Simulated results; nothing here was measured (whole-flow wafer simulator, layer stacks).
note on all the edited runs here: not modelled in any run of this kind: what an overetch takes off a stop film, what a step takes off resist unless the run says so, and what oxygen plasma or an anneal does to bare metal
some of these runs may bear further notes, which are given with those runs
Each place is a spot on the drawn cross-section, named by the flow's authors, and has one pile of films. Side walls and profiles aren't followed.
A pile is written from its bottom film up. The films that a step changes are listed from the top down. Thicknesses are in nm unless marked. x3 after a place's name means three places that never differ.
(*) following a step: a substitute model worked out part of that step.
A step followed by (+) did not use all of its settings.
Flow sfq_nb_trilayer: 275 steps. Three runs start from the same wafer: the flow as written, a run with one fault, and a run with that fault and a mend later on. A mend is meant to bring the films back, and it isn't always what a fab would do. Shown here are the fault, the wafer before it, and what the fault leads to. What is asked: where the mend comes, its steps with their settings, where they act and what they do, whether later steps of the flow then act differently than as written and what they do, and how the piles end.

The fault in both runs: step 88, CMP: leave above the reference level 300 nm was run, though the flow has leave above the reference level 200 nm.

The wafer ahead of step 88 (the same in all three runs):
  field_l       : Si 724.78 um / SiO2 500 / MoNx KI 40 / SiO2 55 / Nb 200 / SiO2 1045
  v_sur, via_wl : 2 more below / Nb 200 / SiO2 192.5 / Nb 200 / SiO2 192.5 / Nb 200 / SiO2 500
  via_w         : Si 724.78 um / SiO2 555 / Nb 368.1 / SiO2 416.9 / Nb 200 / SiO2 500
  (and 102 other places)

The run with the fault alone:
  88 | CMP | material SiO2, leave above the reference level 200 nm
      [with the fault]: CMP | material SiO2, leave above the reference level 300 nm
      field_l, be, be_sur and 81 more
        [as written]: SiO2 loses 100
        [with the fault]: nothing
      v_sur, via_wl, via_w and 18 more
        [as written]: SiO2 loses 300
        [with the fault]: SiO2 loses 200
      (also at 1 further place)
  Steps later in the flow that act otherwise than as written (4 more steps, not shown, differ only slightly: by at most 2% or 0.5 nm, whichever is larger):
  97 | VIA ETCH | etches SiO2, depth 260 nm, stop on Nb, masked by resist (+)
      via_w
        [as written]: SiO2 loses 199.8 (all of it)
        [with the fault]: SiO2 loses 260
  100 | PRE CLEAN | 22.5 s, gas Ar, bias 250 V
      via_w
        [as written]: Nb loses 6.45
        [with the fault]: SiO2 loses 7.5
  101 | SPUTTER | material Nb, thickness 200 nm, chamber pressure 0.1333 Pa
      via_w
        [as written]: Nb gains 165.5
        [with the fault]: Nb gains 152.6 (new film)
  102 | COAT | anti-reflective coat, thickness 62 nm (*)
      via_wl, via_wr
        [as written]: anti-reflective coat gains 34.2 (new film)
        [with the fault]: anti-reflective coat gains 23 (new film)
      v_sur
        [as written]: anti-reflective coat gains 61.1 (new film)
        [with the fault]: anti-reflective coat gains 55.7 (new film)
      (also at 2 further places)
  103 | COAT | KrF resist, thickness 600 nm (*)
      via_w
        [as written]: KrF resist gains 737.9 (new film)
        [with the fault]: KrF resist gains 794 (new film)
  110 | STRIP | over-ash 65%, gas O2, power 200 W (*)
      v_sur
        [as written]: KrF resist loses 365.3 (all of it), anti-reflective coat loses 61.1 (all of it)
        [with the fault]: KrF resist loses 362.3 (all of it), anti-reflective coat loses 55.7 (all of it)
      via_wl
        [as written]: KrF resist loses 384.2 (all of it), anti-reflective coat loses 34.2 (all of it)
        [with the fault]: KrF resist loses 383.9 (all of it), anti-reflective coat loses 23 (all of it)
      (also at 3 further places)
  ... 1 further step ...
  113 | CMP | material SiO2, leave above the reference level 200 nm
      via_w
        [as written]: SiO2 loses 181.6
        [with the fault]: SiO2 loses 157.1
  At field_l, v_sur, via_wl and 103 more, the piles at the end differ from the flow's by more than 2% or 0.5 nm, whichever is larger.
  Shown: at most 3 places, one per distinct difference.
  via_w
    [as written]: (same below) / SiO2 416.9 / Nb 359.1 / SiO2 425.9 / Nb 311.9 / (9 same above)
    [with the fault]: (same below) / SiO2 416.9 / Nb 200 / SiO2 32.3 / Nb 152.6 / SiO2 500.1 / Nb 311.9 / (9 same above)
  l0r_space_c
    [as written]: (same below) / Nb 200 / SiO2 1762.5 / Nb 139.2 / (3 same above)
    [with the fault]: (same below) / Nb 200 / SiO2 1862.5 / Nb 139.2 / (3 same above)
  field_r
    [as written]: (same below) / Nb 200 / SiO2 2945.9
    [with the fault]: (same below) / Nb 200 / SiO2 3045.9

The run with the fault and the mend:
  The mend follows step 89.
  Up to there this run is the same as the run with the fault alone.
  89a | CMP | material SiO2, leave above the reference level 200 nm (the flow's step 88, run once more)
      field_l, v_sur, via_wl and 103 more
        SiO2 loses 100
  Later steps of the flow that are run all act as written at every place that is followed.
  The piles end the same as the flow's at every place that both follow.
